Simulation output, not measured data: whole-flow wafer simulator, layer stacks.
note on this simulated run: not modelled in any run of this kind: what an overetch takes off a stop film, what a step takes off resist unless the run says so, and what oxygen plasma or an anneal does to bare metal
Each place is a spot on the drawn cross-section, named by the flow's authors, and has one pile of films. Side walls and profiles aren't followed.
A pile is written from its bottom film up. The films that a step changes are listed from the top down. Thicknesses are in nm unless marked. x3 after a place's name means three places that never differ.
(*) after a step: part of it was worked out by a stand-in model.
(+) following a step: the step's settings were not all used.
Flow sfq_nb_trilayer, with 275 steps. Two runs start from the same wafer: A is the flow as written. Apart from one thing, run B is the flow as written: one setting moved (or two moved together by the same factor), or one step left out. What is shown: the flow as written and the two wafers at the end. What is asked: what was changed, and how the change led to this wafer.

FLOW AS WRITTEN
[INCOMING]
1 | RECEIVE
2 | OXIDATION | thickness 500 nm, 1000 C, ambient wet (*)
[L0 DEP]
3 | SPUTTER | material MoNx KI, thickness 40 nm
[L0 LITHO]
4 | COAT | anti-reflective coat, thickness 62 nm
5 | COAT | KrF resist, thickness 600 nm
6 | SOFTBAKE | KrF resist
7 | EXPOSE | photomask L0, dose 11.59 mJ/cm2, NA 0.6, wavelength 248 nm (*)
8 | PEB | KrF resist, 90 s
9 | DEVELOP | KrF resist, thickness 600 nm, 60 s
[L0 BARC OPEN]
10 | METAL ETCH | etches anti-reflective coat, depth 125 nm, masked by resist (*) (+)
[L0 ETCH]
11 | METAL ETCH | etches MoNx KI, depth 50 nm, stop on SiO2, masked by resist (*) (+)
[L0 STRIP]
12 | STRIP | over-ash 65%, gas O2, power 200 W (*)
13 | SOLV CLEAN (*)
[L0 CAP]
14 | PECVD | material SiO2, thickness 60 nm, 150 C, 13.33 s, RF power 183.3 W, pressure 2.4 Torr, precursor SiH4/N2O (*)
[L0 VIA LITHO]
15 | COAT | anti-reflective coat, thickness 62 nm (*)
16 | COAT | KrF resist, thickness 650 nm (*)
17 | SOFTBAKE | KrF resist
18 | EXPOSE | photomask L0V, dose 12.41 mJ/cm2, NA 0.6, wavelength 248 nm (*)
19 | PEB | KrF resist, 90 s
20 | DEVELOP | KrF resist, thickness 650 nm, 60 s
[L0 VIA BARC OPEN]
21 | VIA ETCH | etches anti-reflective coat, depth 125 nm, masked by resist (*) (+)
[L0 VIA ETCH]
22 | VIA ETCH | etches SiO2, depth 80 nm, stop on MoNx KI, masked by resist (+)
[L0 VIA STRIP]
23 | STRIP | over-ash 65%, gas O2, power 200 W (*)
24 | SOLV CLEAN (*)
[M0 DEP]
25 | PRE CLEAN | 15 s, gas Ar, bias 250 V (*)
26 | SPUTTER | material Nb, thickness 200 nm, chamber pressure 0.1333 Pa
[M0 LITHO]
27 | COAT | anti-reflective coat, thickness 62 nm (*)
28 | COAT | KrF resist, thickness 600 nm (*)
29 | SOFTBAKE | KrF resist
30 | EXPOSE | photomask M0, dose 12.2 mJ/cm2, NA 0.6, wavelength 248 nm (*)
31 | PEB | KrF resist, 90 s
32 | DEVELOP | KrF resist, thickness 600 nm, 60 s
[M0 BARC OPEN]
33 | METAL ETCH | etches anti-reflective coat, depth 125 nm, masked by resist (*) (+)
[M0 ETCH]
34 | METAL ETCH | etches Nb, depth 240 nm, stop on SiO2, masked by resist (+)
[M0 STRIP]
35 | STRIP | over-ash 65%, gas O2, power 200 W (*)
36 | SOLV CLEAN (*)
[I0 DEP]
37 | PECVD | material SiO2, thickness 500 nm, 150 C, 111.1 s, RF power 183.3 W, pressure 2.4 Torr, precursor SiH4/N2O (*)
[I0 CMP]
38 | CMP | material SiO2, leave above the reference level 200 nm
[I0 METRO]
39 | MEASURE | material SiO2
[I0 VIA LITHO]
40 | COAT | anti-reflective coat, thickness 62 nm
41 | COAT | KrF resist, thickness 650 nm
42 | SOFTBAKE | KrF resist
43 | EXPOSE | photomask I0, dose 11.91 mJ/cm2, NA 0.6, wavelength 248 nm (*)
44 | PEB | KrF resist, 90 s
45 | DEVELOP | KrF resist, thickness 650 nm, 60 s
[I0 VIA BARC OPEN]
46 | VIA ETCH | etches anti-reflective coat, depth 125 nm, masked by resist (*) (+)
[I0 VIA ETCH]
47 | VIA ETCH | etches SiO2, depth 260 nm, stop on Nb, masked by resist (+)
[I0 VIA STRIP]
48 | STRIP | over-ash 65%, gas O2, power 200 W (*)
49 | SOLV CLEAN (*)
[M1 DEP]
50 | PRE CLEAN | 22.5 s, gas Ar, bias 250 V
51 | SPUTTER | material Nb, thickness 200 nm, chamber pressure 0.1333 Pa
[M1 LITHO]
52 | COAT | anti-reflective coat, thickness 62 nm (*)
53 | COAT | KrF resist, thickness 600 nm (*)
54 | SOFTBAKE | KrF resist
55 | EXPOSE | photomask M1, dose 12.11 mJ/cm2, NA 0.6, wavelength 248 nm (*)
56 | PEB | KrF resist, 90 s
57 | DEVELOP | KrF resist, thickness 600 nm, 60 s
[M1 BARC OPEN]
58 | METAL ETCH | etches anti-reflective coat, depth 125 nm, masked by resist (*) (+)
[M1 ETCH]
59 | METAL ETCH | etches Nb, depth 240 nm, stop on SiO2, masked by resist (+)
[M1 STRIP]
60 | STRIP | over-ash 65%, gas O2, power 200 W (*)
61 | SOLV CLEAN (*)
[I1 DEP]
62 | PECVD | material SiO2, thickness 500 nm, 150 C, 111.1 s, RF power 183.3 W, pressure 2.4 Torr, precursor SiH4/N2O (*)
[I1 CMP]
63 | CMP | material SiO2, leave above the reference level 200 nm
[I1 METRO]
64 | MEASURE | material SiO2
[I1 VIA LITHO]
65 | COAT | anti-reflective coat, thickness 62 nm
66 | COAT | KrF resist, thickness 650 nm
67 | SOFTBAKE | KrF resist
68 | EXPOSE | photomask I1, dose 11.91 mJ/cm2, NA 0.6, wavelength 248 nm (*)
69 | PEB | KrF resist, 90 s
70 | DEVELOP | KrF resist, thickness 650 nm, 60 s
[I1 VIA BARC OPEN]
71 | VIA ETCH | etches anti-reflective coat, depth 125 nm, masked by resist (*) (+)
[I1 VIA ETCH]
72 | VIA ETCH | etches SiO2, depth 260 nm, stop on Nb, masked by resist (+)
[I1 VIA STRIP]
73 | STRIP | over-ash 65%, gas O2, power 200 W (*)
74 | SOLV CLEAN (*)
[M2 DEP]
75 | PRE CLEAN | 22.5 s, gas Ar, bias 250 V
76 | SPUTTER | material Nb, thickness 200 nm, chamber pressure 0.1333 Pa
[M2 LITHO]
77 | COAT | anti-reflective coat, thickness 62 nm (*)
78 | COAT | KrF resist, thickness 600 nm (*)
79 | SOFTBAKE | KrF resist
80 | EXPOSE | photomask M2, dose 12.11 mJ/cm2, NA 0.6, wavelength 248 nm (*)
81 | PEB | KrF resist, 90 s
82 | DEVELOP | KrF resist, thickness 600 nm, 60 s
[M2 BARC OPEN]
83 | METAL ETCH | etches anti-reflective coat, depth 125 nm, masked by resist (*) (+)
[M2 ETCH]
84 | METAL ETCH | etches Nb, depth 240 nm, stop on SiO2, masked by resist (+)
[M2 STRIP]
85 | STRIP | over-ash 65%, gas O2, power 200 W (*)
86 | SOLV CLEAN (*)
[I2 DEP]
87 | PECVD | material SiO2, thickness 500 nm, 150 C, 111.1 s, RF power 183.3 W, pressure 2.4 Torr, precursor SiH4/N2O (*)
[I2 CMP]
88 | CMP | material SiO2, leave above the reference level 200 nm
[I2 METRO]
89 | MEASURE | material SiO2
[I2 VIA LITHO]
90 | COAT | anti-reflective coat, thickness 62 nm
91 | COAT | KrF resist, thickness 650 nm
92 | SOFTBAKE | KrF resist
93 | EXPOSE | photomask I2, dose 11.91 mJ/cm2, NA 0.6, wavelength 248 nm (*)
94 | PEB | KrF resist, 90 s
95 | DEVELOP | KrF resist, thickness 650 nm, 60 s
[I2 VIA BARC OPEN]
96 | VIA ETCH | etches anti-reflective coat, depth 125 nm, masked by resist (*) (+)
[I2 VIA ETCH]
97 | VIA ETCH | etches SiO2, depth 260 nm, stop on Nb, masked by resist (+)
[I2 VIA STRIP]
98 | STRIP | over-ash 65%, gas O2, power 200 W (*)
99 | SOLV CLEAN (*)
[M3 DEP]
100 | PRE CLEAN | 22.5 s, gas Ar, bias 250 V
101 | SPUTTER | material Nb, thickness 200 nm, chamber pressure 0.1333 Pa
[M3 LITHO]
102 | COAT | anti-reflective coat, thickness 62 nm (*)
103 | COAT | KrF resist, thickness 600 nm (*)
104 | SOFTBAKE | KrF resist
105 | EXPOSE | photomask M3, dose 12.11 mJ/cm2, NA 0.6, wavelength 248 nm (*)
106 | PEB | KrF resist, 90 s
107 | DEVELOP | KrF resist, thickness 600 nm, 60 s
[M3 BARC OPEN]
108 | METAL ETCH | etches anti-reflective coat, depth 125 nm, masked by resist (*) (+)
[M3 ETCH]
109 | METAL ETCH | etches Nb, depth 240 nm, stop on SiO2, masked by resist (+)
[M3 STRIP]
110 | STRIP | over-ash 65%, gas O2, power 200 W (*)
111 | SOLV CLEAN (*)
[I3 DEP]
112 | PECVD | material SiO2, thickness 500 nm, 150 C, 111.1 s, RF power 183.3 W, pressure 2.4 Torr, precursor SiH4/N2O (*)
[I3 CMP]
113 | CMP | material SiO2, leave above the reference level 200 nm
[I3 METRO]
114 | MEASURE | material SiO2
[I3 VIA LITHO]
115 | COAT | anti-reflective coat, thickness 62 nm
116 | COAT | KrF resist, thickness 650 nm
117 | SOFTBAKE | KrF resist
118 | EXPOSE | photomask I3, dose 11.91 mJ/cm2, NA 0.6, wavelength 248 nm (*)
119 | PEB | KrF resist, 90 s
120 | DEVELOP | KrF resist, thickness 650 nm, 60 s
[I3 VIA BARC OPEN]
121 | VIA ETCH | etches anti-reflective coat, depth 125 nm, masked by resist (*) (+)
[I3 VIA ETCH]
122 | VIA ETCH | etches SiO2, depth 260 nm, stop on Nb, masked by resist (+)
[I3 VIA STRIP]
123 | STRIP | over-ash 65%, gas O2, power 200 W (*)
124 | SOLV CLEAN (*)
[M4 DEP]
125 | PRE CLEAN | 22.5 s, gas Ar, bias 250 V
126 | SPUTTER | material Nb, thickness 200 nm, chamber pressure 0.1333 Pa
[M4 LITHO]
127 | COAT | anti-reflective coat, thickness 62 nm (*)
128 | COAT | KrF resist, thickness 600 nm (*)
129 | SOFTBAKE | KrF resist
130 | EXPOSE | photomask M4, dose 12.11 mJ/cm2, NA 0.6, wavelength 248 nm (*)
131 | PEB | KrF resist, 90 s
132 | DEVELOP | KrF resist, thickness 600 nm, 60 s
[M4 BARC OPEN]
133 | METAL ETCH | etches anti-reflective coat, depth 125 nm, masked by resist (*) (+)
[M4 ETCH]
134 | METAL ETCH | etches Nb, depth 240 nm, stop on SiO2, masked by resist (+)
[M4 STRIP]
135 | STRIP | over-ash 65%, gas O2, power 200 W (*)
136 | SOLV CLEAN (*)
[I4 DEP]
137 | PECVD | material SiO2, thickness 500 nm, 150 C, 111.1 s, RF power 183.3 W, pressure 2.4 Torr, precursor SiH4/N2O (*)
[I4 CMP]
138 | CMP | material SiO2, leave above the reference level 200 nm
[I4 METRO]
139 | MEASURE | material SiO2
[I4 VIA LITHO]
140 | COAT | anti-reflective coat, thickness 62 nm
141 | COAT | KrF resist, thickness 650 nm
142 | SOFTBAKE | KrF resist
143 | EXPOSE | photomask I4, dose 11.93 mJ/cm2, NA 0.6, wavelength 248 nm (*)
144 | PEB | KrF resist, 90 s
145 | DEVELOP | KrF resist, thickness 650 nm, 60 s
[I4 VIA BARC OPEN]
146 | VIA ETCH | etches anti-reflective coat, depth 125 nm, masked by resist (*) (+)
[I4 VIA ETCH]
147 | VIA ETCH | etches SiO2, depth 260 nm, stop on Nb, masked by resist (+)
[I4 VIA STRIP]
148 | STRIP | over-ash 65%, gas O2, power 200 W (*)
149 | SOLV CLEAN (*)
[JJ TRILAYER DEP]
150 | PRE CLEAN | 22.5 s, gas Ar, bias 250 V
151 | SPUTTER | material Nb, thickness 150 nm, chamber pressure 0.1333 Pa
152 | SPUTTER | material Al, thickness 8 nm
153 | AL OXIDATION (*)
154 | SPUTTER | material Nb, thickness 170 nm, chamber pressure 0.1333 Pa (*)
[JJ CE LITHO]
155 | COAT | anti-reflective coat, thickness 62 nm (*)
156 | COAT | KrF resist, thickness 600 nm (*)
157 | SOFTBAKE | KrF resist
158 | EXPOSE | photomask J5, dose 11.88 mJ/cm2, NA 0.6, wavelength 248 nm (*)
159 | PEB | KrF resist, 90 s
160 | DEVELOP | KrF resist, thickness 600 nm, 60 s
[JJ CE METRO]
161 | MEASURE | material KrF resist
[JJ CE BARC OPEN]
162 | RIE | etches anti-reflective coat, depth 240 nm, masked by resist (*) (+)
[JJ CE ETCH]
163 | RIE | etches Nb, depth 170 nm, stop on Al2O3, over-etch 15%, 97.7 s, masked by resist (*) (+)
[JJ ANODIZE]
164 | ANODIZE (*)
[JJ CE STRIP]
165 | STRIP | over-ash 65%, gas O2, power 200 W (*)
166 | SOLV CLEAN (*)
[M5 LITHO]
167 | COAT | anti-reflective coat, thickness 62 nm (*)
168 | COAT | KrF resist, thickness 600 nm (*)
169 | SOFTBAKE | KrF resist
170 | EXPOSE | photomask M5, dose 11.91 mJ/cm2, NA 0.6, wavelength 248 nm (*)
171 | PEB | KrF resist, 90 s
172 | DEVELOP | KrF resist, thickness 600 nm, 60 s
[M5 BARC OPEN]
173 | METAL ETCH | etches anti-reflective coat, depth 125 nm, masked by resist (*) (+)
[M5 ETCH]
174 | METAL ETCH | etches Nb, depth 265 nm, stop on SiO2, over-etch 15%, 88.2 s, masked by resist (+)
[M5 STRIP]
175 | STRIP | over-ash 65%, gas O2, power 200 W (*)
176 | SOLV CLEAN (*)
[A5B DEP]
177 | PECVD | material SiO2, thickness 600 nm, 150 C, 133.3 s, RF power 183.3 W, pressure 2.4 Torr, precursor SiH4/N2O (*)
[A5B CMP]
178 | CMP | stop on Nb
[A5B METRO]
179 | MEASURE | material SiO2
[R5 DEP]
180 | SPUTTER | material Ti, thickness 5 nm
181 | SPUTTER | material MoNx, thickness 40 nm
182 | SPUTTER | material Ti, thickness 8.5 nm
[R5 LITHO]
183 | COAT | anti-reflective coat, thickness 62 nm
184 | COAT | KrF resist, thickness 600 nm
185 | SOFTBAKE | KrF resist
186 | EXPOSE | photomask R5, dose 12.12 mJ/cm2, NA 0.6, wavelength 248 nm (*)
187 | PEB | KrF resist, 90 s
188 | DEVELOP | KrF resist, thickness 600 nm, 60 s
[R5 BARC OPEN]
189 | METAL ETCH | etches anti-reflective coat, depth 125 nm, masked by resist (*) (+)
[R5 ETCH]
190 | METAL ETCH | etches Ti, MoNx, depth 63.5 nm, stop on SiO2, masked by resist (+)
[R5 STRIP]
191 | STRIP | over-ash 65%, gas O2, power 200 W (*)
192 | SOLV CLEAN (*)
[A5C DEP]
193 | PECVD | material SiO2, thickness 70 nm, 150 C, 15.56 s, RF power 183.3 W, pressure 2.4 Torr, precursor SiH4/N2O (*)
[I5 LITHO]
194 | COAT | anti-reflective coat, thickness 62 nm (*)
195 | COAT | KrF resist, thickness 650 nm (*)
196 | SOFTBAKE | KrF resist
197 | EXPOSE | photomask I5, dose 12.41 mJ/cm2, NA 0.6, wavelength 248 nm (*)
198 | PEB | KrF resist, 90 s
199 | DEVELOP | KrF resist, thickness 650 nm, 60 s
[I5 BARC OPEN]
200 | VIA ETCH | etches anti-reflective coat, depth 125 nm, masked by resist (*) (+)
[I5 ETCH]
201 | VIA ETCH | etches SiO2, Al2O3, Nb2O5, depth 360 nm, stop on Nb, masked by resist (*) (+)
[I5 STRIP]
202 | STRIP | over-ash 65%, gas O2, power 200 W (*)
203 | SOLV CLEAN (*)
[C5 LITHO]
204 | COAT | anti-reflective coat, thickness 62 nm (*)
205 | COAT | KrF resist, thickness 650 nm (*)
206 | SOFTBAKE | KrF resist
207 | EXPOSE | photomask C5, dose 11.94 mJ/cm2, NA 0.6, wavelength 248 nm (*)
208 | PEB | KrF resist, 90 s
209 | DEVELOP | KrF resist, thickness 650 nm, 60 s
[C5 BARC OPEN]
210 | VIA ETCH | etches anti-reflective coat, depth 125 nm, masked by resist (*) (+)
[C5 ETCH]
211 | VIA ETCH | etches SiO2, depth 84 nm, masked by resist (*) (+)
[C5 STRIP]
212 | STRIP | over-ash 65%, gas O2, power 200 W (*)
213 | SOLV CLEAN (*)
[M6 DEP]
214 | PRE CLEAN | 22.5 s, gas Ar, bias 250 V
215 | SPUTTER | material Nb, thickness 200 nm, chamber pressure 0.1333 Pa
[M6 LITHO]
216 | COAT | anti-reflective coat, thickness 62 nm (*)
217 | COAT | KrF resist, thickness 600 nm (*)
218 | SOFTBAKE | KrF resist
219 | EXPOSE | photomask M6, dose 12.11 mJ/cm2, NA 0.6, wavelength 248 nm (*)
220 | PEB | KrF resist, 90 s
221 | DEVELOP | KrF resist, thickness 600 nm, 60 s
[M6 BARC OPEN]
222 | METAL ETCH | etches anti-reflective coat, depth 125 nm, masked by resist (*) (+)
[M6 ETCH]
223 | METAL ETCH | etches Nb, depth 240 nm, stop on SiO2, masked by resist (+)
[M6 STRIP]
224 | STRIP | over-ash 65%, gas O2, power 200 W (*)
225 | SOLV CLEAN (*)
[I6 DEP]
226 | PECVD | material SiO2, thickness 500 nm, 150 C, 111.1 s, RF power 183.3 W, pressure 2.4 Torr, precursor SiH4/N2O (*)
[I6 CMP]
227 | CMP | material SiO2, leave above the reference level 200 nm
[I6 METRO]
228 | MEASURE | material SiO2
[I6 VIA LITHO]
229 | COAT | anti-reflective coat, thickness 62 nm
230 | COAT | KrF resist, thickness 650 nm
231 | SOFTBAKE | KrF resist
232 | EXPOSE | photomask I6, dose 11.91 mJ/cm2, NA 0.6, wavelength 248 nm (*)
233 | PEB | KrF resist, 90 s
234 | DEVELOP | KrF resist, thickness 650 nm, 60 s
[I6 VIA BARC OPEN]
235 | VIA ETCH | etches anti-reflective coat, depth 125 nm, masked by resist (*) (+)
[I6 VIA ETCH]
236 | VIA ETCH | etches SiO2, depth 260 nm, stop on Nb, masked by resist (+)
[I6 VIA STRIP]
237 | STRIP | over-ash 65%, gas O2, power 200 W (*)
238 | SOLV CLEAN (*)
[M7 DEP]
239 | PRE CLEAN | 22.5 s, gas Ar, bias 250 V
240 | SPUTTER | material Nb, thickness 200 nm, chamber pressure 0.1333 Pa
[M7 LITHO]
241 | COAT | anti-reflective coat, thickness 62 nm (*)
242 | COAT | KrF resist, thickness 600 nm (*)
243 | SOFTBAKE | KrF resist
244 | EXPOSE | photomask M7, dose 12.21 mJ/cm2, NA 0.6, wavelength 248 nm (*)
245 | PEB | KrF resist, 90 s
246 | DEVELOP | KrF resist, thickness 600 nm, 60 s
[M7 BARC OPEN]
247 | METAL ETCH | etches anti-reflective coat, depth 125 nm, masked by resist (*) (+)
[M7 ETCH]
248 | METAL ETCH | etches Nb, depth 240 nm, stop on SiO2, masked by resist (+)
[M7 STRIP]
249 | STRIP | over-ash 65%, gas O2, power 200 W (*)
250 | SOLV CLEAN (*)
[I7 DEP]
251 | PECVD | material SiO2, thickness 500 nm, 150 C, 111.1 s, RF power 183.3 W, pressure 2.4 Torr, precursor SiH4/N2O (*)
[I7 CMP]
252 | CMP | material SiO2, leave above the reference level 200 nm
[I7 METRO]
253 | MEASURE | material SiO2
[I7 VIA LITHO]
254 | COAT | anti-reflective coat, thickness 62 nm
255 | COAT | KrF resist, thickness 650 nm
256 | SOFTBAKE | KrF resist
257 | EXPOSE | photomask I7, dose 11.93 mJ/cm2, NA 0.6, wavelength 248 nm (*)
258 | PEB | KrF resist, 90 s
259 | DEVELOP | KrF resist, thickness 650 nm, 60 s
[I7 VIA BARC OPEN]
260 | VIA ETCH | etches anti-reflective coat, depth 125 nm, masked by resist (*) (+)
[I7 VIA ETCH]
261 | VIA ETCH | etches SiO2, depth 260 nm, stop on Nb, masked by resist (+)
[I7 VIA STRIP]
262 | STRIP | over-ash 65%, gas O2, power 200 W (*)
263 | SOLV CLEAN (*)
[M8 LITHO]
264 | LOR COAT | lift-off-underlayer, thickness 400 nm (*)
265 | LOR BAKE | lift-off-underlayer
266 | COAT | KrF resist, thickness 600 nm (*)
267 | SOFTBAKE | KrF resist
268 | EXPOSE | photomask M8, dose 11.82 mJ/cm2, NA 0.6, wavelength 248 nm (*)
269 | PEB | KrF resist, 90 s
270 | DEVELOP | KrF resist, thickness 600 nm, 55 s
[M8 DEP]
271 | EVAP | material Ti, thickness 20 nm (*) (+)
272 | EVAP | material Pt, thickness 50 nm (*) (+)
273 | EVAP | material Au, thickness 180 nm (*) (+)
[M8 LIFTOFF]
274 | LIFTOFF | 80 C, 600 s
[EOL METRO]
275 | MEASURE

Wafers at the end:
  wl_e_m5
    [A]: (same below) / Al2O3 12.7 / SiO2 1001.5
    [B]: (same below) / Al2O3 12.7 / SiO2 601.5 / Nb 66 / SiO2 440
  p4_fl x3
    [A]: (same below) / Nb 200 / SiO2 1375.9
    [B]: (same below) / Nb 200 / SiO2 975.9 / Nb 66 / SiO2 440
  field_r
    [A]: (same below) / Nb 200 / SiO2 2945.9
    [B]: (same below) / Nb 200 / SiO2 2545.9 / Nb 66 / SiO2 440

The reason: step 240, SPUTTER: thickness 306 nm was run, while the flow as written has thickness 200 nm.

Step by step, how the change led to this:
  240 | SPUTTER | material Nb, thickness 200 nm, chamber pressure 0.1333 Pa
      field_l, v_sur, via_wl and 102 more: A +200 Nb (new film) | B +306 Nb (new film)
      via_v: A +161.1 Nb | B +247.2 Nb
  241 | COAT | anti-reflective coat, thickness 62 nm (*)
      via_v: A +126 anti-reflective coat (new film) | B +129.6 anti-reflective coat (new film)
  248 | METAL ETCH | etches Nb, depth 240 nm, stop on SiO2, masked by resist (+)
      field_l, field_r, lsp_l and 62 more: A -200 Nb (all of it) | B -240 Nb
  249 | STRIP | over-ash 65%, gas O2, power 200 W (*)
      via_v: A -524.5 KrF resist (all of it), -126 anti-reflective coat (all of it) | B -538.1 KrF resist (all of it), -129.6 anti-reflective coat (all of it)
  251 | PECVD | material SiO2, thickness 500 nm, 150 C, 111.1 s, RF power 183.3 W, pressure 2.4 Torr, precursor SiH4/N2O (*)
      field_l, p4_fl x3, p4_w1 x9 and 46 more: A +500 SiO2 | B +500 SiO2 (new film)
      field_r, lsp_l: A +477.7 SiO2 | B +473.2 SiO2 (new film)
      (also at 4 further places)
  252 | CMP | material SiO2, leave above the reference level 200 nm
      field_l, p4_fl x3, p4_w1 x9 and 46 more: A -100 SiO2 | B -60 SiO2
      field_r, lsp_l: A -77.7 SiO2 | B -33.2 SiO2
      (also at 3 further places)
If metal films that touch count as one body, wl_e_m5 has 7 bodies (between them, from the top down: SiO2 601.5 / Al2O3 12.7 / Nb2O5 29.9; SiO2 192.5; SiO2 192.5; SiO2 192.5; SiO2 192.5; SiO2 192.5); the flow as written gives 6 bodies (between them, from the top down: SiO2 192.5; SiO2 192.5; SiO2 192.5; SiO2 192.5; SiO2 192.5).
If metal films that touch count as one body, p4_fl x3 has 3 bodies (between them, from the top down: SiO2 975.9; SiO2 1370); the flow as written gives 2 bodies (between them, from the top down: SiO2 1370).
If metal films that touch count as one body, field_r has 2 bodies (between them, from the top down: SiO2 2545.9); the flow as written gives 1 body.
